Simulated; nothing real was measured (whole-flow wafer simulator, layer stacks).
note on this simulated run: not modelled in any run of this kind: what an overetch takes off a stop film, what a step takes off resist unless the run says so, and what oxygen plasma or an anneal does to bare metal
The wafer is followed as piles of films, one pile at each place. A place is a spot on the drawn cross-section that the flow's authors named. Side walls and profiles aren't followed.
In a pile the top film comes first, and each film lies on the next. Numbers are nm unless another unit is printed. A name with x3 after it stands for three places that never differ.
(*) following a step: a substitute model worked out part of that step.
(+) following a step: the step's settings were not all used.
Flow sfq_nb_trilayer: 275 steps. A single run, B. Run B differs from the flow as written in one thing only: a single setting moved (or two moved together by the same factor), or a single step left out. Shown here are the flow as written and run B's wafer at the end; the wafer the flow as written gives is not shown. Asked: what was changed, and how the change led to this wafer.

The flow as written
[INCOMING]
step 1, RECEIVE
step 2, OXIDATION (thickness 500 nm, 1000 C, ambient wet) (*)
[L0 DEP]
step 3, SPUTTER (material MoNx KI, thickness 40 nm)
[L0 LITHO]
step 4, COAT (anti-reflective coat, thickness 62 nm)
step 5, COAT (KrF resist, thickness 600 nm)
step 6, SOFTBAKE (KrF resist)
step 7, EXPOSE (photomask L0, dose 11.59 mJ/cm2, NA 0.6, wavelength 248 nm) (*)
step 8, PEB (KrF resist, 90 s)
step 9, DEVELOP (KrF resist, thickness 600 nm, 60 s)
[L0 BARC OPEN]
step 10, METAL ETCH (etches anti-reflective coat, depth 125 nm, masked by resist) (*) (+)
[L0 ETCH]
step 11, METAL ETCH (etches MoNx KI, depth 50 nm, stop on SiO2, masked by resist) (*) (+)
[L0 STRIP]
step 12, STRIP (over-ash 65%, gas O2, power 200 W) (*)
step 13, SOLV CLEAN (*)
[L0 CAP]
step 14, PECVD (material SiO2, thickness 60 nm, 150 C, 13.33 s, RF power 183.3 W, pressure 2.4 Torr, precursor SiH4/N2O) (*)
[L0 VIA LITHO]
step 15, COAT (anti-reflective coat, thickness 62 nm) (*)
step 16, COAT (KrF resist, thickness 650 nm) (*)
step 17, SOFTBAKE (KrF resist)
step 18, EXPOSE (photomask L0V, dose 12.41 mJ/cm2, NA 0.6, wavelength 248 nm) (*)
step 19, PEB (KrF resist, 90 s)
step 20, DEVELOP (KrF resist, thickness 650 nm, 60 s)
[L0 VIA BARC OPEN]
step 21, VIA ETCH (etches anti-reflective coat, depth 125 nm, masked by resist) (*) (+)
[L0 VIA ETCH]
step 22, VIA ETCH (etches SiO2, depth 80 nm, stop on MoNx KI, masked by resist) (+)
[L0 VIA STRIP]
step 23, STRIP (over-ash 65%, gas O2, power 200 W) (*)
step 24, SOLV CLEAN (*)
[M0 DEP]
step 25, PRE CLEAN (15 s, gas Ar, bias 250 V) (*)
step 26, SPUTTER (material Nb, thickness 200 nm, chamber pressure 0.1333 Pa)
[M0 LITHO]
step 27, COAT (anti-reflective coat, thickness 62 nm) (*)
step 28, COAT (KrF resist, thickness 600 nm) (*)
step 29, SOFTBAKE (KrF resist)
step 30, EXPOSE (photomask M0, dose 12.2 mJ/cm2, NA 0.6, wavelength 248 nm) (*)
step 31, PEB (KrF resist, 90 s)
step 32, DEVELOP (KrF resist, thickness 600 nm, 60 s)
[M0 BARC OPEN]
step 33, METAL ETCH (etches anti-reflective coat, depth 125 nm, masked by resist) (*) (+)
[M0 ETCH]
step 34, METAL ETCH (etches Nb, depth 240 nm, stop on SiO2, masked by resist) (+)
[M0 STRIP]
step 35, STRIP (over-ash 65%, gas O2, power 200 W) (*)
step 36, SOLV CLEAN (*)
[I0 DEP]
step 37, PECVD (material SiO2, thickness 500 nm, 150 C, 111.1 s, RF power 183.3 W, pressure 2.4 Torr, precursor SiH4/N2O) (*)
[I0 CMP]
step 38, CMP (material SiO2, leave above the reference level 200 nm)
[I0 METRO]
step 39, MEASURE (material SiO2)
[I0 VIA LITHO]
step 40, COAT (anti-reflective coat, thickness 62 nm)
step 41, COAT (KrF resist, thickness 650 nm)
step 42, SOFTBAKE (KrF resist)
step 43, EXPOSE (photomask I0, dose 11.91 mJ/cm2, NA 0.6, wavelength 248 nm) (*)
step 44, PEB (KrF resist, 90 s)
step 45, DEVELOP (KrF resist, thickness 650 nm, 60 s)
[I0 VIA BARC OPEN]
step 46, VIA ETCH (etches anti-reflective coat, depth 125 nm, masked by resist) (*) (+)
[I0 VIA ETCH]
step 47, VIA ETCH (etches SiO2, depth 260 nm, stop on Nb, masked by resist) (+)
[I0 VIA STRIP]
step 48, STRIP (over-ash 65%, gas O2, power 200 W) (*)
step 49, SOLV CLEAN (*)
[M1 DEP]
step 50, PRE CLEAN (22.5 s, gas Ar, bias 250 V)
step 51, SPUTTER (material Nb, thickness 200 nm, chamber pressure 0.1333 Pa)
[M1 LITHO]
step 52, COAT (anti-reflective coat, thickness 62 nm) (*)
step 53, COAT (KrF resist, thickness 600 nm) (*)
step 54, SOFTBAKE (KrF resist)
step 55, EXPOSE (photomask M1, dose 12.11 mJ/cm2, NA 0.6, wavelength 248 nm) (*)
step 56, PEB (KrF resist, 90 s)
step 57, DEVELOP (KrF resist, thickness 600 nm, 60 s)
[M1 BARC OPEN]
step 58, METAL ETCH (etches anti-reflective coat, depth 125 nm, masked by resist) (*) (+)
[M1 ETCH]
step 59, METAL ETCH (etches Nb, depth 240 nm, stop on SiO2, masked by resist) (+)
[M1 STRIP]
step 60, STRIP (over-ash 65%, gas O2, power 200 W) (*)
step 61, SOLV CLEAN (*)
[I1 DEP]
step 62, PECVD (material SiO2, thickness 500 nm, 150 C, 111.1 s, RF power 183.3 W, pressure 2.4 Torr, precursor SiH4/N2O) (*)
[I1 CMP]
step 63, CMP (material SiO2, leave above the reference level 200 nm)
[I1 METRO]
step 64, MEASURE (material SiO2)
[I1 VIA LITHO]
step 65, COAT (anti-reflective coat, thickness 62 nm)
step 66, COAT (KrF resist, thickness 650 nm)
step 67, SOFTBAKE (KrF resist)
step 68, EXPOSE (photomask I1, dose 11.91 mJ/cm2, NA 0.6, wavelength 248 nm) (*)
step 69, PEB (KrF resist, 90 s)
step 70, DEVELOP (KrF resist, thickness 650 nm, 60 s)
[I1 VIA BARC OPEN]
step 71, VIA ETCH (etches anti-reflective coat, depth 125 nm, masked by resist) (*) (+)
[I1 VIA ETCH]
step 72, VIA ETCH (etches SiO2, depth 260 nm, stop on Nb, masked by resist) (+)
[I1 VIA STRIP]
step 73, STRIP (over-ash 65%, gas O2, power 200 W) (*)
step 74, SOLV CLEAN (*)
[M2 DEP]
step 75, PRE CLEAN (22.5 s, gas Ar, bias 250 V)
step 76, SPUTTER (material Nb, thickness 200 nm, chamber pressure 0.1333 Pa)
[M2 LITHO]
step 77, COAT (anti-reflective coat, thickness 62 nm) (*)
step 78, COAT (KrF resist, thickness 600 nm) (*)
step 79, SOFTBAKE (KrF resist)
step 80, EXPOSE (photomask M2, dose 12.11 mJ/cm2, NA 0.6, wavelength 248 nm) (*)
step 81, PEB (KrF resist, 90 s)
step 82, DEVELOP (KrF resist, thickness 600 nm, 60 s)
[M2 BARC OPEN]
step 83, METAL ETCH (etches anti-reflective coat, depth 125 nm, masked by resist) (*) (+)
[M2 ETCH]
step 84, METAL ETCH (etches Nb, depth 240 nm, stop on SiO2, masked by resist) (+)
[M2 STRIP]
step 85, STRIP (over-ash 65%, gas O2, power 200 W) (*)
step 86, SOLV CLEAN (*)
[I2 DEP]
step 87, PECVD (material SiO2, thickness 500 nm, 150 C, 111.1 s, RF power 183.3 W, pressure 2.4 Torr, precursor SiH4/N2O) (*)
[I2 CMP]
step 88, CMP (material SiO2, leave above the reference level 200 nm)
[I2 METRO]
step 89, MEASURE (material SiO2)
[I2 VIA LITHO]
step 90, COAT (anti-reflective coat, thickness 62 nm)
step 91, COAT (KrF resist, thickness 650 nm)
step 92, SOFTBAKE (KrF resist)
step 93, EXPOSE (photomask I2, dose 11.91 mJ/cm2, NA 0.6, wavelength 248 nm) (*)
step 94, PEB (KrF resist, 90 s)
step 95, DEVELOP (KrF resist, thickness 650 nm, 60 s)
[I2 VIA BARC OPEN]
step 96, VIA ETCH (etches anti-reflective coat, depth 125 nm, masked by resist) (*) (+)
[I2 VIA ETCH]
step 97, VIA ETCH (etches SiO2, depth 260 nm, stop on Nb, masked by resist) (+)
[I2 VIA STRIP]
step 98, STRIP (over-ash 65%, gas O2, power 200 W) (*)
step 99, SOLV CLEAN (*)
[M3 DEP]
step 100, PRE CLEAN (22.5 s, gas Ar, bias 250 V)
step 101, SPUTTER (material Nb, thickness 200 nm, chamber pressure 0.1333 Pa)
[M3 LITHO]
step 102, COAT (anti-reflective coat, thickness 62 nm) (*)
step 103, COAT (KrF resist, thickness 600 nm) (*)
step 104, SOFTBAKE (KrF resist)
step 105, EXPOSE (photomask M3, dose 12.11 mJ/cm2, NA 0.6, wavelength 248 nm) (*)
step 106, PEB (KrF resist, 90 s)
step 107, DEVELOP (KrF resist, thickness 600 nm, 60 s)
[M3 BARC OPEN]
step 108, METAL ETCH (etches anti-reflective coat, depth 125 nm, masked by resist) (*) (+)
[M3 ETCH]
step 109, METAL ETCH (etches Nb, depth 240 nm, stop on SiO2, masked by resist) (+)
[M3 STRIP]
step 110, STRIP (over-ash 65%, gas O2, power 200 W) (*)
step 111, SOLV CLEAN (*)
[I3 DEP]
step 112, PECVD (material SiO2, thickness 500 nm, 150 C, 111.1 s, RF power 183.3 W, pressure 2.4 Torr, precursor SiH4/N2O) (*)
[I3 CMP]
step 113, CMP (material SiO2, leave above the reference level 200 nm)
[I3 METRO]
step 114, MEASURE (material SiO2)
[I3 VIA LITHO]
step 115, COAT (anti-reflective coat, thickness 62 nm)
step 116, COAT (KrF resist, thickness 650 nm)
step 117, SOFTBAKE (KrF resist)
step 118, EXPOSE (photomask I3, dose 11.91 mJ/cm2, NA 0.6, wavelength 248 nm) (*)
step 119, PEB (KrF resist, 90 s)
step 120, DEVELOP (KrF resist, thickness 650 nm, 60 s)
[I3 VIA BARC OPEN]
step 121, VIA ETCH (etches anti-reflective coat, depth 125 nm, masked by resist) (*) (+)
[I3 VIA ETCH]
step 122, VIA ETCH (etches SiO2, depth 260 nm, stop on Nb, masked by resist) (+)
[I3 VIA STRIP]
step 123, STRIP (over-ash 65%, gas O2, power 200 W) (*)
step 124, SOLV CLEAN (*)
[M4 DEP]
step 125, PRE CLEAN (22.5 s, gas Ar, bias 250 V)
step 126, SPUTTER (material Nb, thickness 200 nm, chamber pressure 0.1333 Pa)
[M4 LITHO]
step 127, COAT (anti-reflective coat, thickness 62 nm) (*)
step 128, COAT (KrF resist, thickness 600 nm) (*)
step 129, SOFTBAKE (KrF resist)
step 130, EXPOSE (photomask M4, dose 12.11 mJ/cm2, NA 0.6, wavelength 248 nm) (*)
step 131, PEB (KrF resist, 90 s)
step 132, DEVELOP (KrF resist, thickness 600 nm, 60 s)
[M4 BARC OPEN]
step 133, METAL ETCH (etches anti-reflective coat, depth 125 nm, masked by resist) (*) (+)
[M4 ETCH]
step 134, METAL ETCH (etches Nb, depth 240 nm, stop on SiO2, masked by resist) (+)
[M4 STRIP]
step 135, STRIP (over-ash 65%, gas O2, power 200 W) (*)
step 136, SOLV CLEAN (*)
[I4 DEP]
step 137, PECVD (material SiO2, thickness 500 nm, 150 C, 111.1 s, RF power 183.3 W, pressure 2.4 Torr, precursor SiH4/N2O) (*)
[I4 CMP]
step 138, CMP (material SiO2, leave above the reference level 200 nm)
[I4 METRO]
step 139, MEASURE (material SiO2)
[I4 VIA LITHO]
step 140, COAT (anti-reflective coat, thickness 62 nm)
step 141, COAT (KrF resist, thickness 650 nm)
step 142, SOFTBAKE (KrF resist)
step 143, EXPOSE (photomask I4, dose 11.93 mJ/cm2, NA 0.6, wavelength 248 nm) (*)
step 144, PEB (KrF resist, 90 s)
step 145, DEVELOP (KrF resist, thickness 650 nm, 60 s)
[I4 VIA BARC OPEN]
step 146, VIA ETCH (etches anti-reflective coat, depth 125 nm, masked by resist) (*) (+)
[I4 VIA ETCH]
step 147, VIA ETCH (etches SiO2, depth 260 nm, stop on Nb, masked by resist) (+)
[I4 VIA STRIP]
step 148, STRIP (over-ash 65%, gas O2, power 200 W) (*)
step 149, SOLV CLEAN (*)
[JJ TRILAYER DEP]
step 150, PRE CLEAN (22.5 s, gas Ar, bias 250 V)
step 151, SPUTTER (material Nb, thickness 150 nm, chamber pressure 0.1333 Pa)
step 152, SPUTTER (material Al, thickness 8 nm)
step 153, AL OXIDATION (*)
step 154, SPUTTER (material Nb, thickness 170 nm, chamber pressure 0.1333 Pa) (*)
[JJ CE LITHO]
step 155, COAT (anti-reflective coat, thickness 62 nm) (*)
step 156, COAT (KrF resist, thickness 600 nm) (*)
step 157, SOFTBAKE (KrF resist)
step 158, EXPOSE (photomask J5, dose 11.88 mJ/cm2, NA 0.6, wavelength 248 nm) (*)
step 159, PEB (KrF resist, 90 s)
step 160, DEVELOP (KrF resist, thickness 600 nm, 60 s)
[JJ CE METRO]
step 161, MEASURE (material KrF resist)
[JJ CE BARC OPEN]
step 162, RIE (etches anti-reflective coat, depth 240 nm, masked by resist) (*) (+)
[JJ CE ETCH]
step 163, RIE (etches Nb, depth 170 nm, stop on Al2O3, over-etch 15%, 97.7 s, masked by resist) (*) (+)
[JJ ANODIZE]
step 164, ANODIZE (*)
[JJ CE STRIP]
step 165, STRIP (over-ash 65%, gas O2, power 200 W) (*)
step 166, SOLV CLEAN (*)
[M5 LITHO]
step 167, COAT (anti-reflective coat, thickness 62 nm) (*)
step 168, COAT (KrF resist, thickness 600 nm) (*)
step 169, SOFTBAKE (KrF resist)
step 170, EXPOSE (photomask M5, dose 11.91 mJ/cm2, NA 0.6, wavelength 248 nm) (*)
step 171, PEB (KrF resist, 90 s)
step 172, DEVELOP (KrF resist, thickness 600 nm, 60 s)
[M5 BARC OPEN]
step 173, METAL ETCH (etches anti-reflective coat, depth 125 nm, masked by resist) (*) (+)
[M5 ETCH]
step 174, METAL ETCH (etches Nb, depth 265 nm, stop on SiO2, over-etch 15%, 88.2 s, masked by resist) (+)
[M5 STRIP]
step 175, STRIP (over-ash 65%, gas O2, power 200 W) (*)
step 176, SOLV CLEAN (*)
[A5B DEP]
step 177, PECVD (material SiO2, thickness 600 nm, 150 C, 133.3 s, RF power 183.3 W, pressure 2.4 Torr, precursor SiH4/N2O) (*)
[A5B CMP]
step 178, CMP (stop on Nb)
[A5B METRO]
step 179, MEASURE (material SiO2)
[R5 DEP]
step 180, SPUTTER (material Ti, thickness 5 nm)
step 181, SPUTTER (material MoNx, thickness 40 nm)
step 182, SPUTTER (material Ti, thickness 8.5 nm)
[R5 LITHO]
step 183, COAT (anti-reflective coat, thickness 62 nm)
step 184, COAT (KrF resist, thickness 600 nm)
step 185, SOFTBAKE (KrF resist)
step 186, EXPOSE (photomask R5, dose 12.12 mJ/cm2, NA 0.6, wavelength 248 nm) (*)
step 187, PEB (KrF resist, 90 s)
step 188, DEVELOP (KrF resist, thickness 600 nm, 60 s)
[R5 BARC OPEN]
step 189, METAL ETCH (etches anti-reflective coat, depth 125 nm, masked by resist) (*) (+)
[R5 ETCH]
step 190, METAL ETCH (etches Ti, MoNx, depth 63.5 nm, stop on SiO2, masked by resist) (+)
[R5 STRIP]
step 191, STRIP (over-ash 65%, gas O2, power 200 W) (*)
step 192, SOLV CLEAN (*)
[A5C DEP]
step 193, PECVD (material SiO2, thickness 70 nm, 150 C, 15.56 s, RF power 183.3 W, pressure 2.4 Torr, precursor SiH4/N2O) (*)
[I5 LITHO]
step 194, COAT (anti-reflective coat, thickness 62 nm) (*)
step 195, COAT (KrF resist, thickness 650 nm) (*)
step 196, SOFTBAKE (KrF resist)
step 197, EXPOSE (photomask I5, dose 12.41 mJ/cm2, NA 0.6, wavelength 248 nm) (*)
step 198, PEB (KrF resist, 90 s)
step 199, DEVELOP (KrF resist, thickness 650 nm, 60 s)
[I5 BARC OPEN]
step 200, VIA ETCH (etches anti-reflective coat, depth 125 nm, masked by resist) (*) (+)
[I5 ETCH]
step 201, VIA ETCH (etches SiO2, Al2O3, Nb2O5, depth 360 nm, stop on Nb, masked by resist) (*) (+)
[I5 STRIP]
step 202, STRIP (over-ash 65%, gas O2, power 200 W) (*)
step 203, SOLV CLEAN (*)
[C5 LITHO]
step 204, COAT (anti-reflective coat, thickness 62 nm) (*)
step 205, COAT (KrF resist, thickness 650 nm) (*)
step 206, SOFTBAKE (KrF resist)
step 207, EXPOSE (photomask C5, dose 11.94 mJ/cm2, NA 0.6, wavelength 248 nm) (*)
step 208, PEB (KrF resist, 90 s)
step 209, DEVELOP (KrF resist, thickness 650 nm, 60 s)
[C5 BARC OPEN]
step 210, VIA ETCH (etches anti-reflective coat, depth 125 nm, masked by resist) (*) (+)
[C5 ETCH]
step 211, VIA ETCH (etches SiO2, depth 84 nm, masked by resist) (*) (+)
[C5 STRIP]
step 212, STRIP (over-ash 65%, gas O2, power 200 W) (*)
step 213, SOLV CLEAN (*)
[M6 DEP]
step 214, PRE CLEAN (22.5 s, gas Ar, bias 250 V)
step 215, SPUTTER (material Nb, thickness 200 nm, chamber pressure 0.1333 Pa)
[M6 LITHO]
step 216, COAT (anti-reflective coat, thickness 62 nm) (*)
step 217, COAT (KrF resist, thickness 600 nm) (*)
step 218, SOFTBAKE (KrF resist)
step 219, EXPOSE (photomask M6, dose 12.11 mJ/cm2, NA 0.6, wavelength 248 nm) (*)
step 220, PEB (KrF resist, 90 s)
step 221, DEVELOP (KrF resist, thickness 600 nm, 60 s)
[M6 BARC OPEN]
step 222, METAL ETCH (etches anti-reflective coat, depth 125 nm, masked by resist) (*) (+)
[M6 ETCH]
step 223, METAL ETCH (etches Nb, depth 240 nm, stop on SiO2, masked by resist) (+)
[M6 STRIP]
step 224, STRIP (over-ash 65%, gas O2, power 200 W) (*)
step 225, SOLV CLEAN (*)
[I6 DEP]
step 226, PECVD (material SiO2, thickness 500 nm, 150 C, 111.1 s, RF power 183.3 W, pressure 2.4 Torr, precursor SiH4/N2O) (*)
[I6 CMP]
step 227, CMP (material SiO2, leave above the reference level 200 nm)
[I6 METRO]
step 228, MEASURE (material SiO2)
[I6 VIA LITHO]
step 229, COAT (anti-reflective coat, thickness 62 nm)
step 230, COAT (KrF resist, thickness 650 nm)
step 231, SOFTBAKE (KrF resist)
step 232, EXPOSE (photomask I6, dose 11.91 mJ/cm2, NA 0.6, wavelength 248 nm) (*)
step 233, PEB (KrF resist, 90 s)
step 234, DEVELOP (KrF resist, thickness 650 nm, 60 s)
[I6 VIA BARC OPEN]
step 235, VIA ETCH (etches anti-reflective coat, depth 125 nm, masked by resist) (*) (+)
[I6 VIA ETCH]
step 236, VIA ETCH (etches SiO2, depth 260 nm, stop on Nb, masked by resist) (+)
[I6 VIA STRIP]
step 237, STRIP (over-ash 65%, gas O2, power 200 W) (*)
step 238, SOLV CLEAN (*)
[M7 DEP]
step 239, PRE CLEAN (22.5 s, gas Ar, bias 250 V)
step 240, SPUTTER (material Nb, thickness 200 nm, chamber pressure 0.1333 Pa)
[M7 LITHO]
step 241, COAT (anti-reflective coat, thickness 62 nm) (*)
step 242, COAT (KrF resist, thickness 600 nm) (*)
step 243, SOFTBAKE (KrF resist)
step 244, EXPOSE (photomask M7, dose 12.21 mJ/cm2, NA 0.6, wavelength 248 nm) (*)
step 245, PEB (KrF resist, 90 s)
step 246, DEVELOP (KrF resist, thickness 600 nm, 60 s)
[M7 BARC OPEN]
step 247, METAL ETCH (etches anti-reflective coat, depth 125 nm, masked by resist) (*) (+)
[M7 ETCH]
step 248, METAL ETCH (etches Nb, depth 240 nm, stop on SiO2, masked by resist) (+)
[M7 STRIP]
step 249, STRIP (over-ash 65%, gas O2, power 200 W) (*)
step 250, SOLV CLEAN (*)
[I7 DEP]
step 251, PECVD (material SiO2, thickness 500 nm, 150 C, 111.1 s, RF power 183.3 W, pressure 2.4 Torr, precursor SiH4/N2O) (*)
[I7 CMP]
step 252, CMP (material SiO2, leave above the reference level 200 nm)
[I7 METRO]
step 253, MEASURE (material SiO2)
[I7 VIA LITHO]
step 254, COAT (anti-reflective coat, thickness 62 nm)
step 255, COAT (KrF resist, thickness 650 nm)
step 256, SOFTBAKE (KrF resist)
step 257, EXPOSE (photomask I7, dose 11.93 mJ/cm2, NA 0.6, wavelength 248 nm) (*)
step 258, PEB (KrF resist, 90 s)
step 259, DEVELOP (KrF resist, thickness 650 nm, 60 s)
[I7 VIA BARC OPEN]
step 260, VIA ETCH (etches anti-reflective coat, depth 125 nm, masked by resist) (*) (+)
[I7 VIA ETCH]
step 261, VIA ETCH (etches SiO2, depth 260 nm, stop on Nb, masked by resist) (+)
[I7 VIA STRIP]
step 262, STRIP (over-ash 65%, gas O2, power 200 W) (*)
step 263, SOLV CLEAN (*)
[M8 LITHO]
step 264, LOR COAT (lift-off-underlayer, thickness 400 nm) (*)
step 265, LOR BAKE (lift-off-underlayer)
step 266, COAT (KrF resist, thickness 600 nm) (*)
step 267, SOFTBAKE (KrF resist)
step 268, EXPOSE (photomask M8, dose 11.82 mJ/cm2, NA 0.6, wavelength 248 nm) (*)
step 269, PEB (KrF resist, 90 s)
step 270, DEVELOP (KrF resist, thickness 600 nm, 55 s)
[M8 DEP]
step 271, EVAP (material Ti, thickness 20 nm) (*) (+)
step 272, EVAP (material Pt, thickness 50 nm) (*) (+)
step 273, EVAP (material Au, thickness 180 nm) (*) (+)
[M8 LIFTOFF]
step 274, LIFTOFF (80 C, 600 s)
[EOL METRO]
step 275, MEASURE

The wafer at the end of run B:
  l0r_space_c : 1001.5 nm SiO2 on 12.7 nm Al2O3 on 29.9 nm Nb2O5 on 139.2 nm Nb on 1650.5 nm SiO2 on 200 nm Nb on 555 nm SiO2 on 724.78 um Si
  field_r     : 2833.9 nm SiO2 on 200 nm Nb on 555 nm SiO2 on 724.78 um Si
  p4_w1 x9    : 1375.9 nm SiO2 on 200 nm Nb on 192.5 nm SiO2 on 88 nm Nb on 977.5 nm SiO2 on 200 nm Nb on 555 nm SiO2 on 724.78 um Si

What caused this: step 101, SPUTTER: thickness 88 nm was run, though the flow has thickness 200 nm.
The wafer itself shows it: p4_w1 x9 has Nb 88, and step 101 as written asks for 200 nm.

How this came from the change, step by step:
  step 101, SPUTTER (material Nb, thickness 200 nm, chamber pressure 0.1333 Pa)
      field_l, v_sur, via_wl and 102 more: +88 Nb (new film) (it would be, as written: +200 Nb (new film))
      via_w: +72.5 Nb (it would be, as written: +165.5 Nb)
  step 102, COAT (anti-reflective coat, thickness 62 nm) (*)
      via_wl, via_wr: +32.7 anti-reflective coat (new film) (it would be, as written: +34.2 anti-reflective coat (new film))
      via_w: +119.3 anti-reflective coat (new film) (it would be, as written: +124.8 anti-reflective coat (new film))
  step 109, METAL ETCH (etches Nb, depth 240 nm, stop on SiO2, masked by resist) (+)
      field_l, be, be_sur and 72 more: -88 Nb (all of it) (it would be, as written: -200 Nb (all of it))
      v_sur, via_wl, via_w and 28 more: -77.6 KrF resist (it would be, as written: -141.2 KrF resist)
  step 110, STRIP (over-ash 65%, gas O2, power 200 W) (*)
      p4_w1 x9, wl_j_sl, wl_jj and 13 more: -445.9 KrF resist (all of it), -62 anti-reflective coat (all of it) (it would be, as written: -382.4 KrF resist (all of it), -62 anti-reflective coat (all of it))
      via_wl, via_wr: -451.7 KrF resist (all of it), -32.7 anti-reflective coat (all of it) (it would be, as written: -384.2 KrF resist (all of it), -34.2 anti-reflective coat (all of it))
      (and at 5 other places as well)
  step 112, PECVD (material SiO2, thickness 500 nm, 150 C, 111.1 s, RF power 183.3 W, pressure 2.4 Torr, precursor SiH4/N2O) (*)
      p4_g1 x2, p3_s0 x6: +500 SiO2 (it would be, as written: +557.1 SiO2)
      via_w: +583.7 SiO2 (new film) (it would be, as written: +615 SiO2 (new film))
  step 113, CMP (material SiO2, leave above the reference level 200 nm)
      field_l, be, be_sur and 64 more: -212 SiO2 (it would be, as written: -100 SiO2)
      p4_g1 x2, p3_s0 x6: -212 SiO2 (it would be, as written: -157.1 SiO2)
      (and at 1 other place as well)
